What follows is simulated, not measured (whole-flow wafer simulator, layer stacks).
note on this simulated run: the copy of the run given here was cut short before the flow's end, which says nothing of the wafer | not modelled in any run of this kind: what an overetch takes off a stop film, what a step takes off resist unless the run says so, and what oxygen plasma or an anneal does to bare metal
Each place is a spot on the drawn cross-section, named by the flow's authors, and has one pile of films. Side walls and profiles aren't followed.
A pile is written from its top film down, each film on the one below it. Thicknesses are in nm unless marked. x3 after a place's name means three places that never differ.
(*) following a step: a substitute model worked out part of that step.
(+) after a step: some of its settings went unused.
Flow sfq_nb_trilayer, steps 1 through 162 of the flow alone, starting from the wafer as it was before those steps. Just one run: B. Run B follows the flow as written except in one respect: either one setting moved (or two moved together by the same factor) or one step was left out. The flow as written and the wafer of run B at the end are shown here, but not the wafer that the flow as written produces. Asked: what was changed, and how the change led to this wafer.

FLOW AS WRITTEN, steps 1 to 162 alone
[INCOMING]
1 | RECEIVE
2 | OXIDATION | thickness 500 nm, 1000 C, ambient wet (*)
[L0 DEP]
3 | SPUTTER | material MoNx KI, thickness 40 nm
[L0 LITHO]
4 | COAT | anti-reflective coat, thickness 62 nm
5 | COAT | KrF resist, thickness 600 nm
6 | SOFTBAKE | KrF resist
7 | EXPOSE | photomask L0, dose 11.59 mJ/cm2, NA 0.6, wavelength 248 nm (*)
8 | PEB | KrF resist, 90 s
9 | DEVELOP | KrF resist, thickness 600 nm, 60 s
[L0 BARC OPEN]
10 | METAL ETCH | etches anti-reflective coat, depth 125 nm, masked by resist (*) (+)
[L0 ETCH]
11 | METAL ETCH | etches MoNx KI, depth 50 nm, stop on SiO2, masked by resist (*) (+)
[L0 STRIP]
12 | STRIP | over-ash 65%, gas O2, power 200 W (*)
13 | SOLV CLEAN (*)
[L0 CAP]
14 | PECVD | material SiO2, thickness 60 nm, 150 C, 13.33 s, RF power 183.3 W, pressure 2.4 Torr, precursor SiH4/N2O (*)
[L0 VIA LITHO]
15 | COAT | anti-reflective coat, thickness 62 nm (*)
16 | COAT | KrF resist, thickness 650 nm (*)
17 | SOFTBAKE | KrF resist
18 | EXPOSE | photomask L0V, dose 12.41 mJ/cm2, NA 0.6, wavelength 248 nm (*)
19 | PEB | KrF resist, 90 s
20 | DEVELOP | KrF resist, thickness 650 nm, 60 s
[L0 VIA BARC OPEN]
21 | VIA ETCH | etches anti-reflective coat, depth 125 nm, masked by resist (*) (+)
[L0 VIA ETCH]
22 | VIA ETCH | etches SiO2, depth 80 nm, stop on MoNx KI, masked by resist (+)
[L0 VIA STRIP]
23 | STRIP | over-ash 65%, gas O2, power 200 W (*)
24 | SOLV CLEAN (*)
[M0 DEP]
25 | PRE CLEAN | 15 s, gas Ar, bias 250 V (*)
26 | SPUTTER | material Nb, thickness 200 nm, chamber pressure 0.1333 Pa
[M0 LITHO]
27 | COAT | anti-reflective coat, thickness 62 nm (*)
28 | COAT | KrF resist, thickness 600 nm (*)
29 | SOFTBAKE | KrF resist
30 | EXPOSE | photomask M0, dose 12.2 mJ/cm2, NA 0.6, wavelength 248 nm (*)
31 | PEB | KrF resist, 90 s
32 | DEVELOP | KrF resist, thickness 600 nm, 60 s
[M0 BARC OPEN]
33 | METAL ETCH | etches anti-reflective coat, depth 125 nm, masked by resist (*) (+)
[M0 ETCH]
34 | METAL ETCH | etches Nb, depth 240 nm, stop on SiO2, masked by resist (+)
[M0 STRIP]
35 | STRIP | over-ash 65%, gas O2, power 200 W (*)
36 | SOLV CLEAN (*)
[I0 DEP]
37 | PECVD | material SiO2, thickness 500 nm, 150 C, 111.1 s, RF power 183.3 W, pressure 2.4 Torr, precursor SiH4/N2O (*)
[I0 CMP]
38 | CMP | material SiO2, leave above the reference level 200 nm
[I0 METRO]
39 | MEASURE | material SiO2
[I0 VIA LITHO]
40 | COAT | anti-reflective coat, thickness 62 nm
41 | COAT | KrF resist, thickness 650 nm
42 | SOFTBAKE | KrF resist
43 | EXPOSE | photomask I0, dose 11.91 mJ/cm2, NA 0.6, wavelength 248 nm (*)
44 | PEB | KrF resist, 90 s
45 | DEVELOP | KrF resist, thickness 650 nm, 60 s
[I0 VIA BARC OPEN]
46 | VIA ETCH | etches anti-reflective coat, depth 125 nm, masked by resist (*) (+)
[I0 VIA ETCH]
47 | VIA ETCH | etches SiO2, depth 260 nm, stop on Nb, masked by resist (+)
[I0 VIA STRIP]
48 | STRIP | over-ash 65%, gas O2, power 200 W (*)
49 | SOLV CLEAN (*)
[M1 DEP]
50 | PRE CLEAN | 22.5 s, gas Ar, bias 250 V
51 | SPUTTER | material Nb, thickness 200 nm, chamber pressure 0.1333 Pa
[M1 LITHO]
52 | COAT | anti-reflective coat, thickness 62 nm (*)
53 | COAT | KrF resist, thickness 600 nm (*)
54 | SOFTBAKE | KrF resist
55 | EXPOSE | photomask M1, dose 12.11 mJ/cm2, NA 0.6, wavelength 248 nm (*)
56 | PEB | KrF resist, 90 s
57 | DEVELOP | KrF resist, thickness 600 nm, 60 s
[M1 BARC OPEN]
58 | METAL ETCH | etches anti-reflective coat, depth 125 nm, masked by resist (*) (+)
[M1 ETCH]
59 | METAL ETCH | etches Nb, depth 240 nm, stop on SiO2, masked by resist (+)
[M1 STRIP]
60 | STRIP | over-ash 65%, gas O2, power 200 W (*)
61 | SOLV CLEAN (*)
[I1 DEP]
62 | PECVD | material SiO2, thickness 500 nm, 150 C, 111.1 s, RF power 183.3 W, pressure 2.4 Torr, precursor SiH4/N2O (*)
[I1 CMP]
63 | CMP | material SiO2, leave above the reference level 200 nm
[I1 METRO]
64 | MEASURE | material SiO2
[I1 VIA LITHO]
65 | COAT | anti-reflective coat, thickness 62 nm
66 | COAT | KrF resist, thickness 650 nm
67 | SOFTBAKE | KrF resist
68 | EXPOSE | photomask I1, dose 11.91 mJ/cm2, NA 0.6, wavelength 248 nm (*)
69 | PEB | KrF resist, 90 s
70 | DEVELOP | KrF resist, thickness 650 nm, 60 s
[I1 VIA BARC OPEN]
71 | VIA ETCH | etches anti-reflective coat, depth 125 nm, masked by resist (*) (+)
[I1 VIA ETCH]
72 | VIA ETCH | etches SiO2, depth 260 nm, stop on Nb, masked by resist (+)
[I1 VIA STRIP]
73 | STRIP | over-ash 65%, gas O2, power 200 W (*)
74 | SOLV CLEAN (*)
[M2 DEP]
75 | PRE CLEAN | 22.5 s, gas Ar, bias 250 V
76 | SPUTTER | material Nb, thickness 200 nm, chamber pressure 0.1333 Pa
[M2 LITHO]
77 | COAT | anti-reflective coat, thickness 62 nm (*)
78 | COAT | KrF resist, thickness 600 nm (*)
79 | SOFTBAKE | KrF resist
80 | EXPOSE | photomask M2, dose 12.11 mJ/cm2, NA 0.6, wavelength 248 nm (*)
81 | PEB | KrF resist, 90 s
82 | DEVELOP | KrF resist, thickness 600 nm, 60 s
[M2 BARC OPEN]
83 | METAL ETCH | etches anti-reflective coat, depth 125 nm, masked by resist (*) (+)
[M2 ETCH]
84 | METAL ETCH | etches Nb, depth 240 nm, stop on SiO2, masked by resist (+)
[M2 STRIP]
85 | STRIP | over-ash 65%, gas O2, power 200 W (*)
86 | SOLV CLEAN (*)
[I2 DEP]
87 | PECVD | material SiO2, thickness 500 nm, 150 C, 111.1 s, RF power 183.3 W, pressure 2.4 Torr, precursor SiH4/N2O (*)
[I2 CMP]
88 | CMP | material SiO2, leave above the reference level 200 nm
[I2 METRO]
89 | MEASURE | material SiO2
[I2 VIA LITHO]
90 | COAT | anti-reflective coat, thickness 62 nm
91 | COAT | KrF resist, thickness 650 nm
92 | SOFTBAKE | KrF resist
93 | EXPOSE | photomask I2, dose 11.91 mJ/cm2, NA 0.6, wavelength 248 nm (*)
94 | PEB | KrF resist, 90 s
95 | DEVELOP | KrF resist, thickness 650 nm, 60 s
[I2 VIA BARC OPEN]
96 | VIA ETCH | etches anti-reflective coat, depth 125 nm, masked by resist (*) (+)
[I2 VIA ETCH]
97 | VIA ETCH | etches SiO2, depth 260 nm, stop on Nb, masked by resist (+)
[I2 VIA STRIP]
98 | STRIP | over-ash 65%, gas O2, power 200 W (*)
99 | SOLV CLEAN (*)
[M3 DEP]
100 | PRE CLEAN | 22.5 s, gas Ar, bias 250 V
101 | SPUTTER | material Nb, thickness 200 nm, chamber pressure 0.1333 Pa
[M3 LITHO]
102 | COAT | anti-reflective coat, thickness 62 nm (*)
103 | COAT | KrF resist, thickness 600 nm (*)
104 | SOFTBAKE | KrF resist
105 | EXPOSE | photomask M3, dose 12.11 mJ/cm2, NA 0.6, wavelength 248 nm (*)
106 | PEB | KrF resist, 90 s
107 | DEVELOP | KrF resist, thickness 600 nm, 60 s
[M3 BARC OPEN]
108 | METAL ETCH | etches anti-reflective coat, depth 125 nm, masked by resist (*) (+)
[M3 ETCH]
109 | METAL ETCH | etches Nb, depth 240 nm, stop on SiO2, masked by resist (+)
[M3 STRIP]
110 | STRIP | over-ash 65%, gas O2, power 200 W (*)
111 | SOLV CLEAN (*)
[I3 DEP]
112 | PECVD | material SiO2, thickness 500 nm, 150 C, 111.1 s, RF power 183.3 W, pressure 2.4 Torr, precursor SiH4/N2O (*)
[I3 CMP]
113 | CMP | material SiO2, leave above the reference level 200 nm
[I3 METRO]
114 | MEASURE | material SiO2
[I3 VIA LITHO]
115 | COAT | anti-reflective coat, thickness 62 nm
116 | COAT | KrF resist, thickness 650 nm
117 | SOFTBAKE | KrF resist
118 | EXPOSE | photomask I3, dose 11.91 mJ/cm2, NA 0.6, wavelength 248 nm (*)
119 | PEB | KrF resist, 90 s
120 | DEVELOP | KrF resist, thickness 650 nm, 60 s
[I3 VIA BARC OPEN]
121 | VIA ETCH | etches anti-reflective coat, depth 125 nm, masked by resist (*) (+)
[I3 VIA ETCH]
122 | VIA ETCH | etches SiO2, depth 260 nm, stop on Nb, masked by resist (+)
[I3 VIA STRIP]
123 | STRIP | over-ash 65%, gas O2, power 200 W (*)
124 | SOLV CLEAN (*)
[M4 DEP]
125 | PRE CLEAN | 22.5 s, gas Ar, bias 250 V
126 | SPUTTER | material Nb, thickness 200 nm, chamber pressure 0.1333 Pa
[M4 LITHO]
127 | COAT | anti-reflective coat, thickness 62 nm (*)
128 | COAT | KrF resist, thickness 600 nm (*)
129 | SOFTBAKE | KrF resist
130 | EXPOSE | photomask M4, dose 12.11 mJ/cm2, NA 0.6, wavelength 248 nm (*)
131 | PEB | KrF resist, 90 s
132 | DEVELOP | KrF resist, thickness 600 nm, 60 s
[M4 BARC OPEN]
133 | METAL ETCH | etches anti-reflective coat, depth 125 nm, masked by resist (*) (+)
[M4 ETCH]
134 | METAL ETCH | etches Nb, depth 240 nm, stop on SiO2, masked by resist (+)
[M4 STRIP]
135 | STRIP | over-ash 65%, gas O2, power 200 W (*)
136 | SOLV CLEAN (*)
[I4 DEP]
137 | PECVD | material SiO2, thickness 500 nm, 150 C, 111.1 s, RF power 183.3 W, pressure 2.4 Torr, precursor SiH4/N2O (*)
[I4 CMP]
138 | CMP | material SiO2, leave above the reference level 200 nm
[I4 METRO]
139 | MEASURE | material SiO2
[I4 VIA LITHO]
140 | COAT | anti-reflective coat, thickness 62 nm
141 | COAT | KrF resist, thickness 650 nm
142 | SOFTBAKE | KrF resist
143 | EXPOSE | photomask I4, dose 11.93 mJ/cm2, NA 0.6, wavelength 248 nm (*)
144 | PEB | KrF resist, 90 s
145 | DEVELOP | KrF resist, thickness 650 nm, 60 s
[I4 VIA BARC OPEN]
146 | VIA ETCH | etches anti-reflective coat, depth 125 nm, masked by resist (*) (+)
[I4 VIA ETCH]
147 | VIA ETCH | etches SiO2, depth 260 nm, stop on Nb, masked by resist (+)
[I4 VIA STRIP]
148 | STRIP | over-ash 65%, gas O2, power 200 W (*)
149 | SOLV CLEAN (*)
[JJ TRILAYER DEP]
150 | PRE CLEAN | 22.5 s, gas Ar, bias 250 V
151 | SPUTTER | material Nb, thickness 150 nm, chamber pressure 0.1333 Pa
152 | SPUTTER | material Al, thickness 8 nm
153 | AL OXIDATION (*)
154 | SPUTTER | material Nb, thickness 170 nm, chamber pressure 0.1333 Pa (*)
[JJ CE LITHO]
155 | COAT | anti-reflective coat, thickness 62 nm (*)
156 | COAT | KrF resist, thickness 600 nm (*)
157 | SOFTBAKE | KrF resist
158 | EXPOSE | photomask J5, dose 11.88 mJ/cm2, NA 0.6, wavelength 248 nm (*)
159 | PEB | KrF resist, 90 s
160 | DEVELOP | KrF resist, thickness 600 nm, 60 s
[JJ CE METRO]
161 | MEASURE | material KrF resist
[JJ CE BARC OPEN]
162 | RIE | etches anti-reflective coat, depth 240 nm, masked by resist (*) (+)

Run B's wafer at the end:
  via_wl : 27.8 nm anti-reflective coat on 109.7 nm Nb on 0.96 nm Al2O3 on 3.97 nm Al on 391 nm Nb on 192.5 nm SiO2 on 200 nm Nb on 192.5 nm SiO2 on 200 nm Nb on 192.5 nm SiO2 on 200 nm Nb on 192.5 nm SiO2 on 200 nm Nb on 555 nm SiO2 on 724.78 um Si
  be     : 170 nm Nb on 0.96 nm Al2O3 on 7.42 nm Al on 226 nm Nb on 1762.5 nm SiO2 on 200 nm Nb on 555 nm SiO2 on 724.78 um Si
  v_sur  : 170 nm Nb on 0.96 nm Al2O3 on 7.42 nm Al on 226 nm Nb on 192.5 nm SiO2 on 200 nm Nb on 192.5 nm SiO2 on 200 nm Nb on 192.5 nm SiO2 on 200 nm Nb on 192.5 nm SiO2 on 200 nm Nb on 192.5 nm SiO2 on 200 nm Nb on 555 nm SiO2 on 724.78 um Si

The reason: step 151, SPUTTER: thickness 226 nm was run, whereas the flow has thickness 150 nm.
One can read it off the wafer: be has Nb 226, and step 151 as written asks for 150 nm.

The path from the change to this, step by step:
  151 | SPUTTER | material Nb, thickness 150 nm, chamber pressure 0.1333 Pa
      field_l, v_sur, via_sp and 100 more: Nb gains 226 (new film) (in the flow as written it would be: Nb gains 150 (new film))
      via_wl, via_w, via_wr: Nb gains 197.4 (in the flow as written it would be: Nb gains 130.4)
  152 | SPUTTER | material Al, thickness 8 nm
      via_wl, via_wr: Al gains 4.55 (new film) (in the flow as written it would be: Al gains 5.14 (new film))
  154 | SPUTTER | material Nb, thickness 170 nm, chamber pressure 0.1333 Pa (*)
      via_wl, via_wr: Nb gains 109.7 (new film) (in the flow as written it would be: Nb gains 140.7 (new film))
      via_w: Nb gains 155.2 (new film) (in the flow as written it would be: Nb gains 141 (new film))
  155 | COAT | anti-reflective coat, thickness 62 nm (*)
      via_wl, via_wr: anti-reflective coat gains 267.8 (new film) (in the flow as written it would be: anti-reflective coat gains 209.4 (new film))
      via_w: anti-reflective coat gains 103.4 (new film) (in the flow as written it would be: anti-reflective coat gains 97.4 (new film))
  156 | COAT | KrF resist, thickness 600 nm (*)
      via_wl: KrF resist gains 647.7 (new film) (in the flow as written it would be: KrF resist gains 663 (new film))
      via_wr: KrF resist gains 647.9 (new film) (in the flow as written it would be: KrF resist gains 663.2 (new film))
  160 | DEVELOP | KrF resist, thickness 600 nm, 60 s
      via_wl: KrF resist loses 646.3 (all of it) (in the flow as written it would be: KrF resist loses 661.6 (all of it))
      via_wr: KrF resist loses 646.5 (all of it) (in the flow as written it would be: KrF resist loses 661.8 (all of it))
  162 | RIE | etches anti-reflective coat, depth 240 nm, masked by resist (*) (+)
      via_wl, via_wr: anti-reflective coat loses 240 (in the flow as written it would be: anti-reflective coat loses 209.4 (all of it))
      ce_l, c5j, ce_r, wl_jj: KrF resist loses 240 (in the flow as written it would be: KrF resist loses 209.4)
      (and at 1 other place as well)
